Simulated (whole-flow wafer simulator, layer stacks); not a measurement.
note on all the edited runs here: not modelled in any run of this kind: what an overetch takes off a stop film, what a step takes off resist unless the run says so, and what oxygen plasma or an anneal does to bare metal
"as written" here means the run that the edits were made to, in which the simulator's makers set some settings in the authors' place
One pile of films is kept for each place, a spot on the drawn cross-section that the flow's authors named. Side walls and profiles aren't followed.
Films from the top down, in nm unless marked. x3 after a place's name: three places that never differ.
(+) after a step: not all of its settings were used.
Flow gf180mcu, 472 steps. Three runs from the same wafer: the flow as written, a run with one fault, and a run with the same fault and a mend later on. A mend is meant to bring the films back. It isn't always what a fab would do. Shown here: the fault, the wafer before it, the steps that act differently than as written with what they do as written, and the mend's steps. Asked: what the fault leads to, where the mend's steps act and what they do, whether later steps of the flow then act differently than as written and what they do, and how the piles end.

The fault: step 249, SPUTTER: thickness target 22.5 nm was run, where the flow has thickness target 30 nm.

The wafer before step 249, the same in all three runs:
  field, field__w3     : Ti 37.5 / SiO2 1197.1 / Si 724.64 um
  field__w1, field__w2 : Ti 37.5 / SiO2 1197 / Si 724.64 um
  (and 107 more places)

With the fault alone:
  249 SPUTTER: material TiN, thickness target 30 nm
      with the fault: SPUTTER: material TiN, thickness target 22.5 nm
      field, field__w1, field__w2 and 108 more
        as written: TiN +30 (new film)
        with the fault: TiN +22.5 (new film)
  Later steps of the flow that act differently than as written:
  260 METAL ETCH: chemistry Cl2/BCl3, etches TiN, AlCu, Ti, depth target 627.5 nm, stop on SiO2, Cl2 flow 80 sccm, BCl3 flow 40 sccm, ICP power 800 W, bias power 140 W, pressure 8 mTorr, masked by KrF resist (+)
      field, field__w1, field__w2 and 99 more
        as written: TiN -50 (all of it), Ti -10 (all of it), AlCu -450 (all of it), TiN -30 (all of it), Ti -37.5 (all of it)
        with the fault: TiN -50 (all of it), Ti -10 (all of it), AlCu -450 (all of it), TiN -22.5 (all of it), Ti -37.5 (all of it)
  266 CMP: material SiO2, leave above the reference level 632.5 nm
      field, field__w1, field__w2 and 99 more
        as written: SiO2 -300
        with the fault: SiO2 -307.5
  At the end the piles differ from the flow's by more than 2% or 0.5 nm, whichever is larger, at field__w8, contact, m1 and 6 more.
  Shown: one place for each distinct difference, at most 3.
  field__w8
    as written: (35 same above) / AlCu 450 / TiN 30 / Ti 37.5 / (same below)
    with the fault: (35 same above) / AlCu 450 / TiN 22.5 / Ti 37.5 / (same below)
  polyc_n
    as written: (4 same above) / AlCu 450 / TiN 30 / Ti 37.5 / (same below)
    with the fault: (4 same above) / AlCu 450 / TiN 22.5 / Ti 37.5 / (same below)
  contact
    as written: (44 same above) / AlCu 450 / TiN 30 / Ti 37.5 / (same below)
    with the fault: (44 same above) / AlCu 450 / TiN 22.5 / Ti 37.5 / (same below)

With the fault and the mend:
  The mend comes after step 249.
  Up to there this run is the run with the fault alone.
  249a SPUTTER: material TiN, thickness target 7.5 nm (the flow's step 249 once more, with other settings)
      field, field__w1, field__w2 and 108 more
        TiN +7.5
  No later step of the flow acts differently than as written at any place that is followed.
  At the end the piles are the same as the flow's at every place that both follow.
